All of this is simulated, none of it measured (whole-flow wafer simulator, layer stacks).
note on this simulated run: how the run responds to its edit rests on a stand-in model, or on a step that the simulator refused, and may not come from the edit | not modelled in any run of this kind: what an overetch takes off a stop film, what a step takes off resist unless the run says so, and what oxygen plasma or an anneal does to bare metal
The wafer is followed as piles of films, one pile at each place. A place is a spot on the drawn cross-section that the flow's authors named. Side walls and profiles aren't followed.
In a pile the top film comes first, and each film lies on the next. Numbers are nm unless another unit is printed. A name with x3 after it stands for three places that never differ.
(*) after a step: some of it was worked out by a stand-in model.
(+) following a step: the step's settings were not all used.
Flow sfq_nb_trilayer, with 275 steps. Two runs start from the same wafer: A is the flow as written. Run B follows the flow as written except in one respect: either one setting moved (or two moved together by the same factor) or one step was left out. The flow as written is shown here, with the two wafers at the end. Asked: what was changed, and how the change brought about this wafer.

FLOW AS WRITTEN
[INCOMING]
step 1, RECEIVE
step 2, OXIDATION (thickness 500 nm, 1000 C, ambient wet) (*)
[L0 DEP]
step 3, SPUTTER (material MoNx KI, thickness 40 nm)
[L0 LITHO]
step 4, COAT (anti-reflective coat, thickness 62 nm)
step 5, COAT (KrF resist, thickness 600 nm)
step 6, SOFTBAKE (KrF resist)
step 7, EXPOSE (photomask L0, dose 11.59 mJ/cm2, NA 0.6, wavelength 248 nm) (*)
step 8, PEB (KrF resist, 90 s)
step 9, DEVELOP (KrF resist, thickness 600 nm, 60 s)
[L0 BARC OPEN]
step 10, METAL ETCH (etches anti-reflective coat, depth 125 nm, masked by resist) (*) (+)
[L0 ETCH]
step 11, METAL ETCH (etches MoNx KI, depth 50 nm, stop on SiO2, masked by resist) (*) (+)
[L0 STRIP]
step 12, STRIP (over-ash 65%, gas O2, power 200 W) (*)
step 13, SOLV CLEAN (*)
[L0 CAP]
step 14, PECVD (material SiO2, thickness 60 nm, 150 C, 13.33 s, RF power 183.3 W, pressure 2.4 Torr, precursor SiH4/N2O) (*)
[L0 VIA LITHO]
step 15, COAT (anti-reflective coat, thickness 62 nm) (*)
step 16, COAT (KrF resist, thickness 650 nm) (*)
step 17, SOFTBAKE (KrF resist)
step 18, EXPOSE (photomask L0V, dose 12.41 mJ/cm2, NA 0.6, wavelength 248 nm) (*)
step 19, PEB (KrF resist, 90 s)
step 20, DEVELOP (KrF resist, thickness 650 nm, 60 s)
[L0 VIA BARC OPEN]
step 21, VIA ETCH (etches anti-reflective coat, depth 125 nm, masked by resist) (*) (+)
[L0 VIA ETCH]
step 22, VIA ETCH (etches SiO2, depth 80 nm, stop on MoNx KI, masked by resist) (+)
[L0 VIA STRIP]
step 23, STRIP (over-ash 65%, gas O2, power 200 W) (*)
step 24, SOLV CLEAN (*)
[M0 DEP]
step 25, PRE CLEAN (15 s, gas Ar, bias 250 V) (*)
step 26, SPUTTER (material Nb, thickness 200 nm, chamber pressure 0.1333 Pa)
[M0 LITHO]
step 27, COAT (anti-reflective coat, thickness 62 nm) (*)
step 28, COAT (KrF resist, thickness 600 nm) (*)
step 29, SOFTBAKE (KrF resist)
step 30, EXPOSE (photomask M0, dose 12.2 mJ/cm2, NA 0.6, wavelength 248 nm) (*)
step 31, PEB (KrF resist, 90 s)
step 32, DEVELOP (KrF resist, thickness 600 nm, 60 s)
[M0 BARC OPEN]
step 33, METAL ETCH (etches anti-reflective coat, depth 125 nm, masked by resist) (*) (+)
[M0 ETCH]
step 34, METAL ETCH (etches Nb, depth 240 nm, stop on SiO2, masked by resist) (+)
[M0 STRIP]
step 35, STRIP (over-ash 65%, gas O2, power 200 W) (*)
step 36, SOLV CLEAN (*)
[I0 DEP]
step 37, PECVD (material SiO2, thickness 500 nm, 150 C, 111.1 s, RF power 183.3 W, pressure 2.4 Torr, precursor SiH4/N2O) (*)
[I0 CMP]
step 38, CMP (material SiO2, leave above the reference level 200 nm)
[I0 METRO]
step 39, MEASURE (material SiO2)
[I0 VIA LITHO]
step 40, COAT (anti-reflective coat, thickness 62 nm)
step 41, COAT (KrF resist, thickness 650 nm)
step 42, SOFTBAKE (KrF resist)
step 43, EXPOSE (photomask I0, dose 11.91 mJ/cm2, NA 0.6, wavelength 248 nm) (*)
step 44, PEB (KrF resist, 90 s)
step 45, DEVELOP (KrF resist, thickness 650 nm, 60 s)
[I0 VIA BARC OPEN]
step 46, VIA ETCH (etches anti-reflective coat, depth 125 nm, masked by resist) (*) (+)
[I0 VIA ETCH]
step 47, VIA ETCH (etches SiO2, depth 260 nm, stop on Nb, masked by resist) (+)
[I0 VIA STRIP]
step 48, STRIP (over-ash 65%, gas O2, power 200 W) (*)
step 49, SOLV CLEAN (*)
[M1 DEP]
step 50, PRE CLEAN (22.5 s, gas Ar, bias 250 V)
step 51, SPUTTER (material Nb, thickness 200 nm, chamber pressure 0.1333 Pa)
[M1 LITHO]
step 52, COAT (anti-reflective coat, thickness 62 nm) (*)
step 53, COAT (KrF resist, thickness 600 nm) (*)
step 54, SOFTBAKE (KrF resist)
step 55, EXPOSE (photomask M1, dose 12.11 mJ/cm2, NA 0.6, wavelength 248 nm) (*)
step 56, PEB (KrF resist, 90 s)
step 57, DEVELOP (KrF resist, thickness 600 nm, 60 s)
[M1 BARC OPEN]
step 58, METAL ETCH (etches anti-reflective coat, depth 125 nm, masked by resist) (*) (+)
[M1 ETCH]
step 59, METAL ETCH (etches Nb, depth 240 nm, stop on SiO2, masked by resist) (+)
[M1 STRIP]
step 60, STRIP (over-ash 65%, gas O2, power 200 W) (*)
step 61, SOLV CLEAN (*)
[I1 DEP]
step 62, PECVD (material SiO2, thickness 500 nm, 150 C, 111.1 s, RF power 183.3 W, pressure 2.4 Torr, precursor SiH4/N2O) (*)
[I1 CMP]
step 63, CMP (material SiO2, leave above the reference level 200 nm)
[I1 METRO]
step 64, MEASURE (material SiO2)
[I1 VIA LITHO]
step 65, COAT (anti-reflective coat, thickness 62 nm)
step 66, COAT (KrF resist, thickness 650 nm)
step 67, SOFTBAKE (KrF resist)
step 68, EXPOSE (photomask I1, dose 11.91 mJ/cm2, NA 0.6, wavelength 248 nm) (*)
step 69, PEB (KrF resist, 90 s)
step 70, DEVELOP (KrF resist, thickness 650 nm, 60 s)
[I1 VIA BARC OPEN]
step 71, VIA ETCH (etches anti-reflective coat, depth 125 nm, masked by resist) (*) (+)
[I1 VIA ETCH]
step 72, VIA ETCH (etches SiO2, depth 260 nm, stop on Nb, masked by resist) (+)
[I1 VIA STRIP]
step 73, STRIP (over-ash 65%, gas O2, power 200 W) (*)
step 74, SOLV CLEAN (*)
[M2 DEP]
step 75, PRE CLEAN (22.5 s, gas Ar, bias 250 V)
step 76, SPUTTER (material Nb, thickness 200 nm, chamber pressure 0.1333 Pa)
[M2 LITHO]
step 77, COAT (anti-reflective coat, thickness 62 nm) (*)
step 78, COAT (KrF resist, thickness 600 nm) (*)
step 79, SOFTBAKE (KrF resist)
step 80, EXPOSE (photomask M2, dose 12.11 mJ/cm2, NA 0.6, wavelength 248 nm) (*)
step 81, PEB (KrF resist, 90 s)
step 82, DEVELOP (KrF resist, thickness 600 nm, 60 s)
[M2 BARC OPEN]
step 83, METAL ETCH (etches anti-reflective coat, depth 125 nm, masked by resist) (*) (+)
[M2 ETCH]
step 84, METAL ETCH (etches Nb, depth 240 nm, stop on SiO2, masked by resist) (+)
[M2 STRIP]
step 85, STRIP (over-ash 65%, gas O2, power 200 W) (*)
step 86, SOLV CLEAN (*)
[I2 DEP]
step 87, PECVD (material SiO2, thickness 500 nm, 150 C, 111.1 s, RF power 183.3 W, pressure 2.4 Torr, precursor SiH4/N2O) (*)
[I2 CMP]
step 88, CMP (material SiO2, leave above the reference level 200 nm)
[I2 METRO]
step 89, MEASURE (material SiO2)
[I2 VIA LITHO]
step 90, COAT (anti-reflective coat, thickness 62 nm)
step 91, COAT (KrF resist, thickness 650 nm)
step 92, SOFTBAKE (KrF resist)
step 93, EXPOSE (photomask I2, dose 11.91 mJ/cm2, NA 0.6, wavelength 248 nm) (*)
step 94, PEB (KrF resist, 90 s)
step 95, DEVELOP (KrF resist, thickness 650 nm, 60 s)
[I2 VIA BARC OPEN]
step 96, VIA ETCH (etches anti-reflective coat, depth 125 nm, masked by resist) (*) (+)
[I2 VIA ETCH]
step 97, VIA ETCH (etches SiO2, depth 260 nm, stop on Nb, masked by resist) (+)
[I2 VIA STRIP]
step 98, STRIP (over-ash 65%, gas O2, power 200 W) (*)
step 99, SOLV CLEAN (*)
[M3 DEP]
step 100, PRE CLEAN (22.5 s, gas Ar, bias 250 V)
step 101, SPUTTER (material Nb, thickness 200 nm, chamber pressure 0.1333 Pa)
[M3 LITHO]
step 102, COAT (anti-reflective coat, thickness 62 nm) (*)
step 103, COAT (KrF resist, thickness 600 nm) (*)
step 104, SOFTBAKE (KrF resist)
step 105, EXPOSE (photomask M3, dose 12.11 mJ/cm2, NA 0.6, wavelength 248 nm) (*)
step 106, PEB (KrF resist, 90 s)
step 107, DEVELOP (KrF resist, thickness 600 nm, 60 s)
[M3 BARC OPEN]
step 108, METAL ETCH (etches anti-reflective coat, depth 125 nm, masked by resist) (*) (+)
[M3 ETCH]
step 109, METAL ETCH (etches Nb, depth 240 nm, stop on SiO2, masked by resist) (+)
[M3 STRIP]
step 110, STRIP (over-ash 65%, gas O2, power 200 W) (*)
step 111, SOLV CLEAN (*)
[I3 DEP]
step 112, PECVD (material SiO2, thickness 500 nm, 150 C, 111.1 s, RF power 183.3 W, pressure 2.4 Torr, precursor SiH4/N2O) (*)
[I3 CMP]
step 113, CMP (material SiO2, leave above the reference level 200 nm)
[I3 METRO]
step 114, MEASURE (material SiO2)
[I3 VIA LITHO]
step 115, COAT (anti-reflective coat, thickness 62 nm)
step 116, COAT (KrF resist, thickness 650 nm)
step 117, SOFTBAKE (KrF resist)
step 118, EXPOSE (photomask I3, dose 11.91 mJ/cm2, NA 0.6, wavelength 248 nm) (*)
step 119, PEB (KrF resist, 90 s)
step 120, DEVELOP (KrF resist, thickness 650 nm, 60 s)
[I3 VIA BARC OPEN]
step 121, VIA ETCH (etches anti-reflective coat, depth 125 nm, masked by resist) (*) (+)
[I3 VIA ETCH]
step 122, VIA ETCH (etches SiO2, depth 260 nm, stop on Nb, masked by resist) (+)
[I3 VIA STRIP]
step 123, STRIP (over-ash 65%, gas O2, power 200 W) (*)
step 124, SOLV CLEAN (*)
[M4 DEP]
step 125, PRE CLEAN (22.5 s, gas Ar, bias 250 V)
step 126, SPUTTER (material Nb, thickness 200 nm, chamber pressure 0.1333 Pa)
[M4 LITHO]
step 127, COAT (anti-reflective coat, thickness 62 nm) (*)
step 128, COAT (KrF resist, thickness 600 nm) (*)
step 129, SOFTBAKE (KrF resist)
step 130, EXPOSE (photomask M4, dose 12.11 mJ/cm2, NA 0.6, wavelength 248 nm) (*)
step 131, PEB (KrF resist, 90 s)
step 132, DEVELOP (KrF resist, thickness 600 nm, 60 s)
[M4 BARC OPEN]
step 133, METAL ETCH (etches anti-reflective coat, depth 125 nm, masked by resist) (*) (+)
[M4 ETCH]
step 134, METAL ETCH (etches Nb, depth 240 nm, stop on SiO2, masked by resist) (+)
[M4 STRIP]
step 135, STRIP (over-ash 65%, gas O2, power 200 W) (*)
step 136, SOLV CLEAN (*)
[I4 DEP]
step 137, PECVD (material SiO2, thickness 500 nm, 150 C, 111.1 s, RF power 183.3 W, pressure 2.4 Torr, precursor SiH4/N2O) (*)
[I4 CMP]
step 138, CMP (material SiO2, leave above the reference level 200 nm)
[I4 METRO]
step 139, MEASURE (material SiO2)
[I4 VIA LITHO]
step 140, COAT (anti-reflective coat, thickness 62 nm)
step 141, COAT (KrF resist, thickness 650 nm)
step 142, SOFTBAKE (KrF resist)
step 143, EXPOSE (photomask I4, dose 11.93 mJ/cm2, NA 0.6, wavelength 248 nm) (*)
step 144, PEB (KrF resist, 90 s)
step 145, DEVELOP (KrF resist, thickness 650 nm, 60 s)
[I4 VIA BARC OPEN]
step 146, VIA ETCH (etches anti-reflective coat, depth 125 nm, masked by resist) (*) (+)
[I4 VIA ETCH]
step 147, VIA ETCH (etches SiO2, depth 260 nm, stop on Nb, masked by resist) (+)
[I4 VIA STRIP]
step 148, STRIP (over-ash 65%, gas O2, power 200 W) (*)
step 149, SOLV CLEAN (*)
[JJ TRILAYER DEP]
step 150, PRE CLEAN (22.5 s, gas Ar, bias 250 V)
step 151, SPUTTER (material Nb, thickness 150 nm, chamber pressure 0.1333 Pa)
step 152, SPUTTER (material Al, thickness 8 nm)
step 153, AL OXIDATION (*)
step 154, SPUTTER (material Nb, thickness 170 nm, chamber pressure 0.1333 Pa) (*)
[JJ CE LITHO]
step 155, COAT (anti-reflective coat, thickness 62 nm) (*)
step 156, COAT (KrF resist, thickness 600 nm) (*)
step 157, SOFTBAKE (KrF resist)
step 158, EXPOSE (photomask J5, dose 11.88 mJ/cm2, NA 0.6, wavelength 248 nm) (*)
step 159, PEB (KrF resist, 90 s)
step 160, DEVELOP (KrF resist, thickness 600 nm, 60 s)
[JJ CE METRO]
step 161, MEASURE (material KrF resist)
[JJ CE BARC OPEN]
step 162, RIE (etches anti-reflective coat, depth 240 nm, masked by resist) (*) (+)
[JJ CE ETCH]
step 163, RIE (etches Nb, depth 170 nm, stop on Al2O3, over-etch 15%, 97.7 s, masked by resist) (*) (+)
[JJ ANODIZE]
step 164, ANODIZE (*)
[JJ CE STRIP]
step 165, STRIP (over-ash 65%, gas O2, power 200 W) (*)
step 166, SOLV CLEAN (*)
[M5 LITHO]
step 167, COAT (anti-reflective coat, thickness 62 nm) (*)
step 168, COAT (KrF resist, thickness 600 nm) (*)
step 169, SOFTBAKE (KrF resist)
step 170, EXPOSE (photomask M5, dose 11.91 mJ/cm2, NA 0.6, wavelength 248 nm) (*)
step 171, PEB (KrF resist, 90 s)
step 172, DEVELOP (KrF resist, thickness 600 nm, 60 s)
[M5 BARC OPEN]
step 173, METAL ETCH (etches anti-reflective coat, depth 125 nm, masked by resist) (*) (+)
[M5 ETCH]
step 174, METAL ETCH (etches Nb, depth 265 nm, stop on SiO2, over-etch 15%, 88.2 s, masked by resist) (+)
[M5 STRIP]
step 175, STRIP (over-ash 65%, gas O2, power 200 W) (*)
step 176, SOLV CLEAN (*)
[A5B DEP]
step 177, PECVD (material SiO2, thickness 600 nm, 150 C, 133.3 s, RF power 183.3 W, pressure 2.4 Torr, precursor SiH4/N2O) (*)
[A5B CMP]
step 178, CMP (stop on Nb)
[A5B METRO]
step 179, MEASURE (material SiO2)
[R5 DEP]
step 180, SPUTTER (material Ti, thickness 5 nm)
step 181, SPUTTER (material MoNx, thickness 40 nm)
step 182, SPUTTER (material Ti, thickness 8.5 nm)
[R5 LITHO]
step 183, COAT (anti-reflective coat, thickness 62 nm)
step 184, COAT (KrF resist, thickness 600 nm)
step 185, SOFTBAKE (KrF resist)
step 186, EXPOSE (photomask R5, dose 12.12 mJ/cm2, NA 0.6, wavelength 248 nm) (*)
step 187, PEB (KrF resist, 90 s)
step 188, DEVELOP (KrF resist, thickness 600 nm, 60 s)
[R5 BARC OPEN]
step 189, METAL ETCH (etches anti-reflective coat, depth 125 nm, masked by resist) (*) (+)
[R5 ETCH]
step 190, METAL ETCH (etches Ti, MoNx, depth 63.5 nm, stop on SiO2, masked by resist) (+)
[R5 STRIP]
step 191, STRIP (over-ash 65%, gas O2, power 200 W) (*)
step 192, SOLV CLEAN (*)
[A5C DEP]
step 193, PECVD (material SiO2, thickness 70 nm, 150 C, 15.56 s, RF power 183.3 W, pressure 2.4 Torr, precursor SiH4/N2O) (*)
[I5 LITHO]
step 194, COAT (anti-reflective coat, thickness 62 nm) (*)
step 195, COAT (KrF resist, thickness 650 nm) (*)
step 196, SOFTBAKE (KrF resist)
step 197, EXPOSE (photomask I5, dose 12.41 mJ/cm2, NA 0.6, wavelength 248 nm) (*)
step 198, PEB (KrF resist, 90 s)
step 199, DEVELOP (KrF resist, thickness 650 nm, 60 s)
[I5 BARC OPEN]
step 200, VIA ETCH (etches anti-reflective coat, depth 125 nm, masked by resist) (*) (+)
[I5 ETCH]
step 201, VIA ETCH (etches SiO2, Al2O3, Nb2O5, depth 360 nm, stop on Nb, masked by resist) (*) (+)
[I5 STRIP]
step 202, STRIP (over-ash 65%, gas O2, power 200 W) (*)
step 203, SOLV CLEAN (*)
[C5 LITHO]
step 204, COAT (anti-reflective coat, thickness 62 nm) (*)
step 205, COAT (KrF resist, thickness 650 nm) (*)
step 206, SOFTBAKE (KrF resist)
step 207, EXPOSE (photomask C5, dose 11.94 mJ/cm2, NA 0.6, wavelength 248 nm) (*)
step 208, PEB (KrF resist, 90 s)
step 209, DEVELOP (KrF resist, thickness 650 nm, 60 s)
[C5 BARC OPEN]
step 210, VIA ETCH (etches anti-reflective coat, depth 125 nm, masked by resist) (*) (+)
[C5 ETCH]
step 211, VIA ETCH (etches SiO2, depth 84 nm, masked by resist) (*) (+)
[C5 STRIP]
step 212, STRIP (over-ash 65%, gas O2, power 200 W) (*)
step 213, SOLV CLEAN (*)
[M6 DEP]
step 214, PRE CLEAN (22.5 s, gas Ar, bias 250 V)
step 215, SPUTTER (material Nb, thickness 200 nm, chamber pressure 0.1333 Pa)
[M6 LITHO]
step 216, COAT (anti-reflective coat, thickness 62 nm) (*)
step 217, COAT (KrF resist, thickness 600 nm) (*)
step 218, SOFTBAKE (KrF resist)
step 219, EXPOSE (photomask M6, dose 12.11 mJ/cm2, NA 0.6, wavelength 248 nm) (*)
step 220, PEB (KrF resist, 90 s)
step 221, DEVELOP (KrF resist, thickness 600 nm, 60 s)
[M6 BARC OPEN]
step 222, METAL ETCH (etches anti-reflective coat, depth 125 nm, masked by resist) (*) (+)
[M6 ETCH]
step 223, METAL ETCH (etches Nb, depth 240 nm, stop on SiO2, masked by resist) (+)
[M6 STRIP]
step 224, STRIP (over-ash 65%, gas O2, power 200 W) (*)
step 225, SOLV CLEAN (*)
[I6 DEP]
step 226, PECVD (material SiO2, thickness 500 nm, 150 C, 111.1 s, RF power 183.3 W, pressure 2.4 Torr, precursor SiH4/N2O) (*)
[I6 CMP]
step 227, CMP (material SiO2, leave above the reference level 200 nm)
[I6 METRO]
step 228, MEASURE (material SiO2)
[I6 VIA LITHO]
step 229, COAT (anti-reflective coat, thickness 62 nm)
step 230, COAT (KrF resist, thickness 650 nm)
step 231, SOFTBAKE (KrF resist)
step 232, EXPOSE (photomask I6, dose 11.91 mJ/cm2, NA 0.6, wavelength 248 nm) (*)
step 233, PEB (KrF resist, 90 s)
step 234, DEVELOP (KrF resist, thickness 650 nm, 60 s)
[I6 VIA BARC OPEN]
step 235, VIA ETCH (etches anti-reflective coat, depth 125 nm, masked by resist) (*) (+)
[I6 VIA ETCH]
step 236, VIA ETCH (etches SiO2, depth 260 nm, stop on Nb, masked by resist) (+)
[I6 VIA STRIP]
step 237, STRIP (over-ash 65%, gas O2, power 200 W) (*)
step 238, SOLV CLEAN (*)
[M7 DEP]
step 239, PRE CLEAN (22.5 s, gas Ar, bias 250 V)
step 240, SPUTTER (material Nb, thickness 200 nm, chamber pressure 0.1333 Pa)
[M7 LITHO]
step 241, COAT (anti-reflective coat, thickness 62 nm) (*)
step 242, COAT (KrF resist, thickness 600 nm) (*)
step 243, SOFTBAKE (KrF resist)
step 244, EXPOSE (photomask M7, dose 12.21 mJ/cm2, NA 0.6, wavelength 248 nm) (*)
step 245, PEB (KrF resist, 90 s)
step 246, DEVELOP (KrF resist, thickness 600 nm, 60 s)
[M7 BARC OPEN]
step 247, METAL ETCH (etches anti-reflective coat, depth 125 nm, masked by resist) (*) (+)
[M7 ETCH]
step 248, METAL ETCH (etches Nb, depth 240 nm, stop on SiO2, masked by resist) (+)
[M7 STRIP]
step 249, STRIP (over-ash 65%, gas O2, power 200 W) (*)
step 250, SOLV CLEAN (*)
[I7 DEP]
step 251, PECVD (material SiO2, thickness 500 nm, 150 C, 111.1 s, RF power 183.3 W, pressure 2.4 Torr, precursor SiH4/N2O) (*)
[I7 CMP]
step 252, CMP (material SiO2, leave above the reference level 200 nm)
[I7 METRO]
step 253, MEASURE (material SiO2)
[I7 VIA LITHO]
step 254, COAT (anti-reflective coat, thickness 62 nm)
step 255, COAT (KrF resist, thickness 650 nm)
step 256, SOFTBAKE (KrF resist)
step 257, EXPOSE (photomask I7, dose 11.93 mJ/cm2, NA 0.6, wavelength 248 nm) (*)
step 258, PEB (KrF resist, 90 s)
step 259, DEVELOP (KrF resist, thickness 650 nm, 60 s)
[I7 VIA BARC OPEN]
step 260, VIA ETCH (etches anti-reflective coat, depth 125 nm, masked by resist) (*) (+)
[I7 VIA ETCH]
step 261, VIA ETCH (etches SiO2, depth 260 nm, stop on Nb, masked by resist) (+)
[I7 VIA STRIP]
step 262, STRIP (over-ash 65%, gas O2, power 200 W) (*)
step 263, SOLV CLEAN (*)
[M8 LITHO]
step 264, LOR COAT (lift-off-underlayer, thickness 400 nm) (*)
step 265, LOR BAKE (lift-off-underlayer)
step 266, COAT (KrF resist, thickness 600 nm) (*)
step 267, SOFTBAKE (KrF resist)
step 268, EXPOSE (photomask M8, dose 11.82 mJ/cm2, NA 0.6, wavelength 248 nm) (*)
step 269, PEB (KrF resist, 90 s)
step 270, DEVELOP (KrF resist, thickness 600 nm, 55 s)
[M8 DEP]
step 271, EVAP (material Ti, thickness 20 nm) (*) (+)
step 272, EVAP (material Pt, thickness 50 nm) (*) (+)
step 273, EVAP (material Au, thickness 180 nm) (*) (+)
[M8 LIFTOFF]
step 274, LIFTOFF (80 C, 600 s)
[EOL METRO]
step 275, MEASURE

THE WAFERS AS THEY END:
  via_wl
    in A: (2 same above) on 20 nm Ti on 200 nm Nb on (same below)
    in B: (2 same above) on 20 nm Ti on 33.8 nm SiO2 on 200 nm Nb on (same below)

Cause: step 261, VIA ETCH: depth 166 nm was run, whereas the flow has depth 260 nm.

How this came from the change, step by step:
  step 261, VIA ETCH (etches SiO2, depth 260 nm, stop on Nb, masked by resist) (+)
      via_wl, via_w, via_wr: A SiO2 loses 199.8 (all of it) | B SiO2 loses 166
      field_l, v_sur, via_sp and 100 more: A KrF resist loses 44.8 | B KrF resist loses 28.6
  step 262, STRIP (over-ash 65%, gas O2, power 200 W) (*)
      field_l, v_sur, via_sp and 100 more: A KrF resist loses 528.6 (all of it), anti-reflective coat loses 62 (all of it) | B KrF resist loses 544.8 (all of it), anti-reflective coat loses 62 (all of it)
  step 264, LOR COAT (lift-off-underlayer, thickness 400 nm) (*)
      via_wl, via_wr: A lift-off-underlayer gains 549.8 (new film) | B lift-off-underlayer gains 524.4 (new film)
      via_w: A lift-off-underlayer gains 536.4 (new film) | B lift-off-underlayer gains 513.3 (new film)
  step 270, DEVELOP (KrF resist, thickness 600 nm, 55 s)
      via_wl: A KrF resist loses 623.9 (all of it), lift-off-underlayer loses 549.8 (all of it) | B KrF resist loses 619.6 (all of it), lift-off-underlayer loses 524.4 (all of it)
      via_w: A KrF resist loses 635.4 (all of it), lift-off-underlayer loses 536.4 (all of it) | B KrF resist loses 629.2 (all of it), lift-off-underlayer loses 513.3 (all of it)
      (as well as at 1 more place)
Taking metal films that touch as one body, via_wl has 8 bodies (between them, from the top down: SiO2 33.8; SiO2 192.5; SiO2 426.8 / Al2O3 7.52 / Nb2O5 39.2; SiO2 192.5; SiO2 192.5; SiO2 192.5; SiO2 192.5); the flow as written gives 7 bodies (between them, from the top down: SiO2 192.5; SiO2 426.8 / Al2O3 7.52 / Nb2O5 39.2; SiO2 192.5; SiO2 192.5; SiO2 192.5; SiO2 192.5).
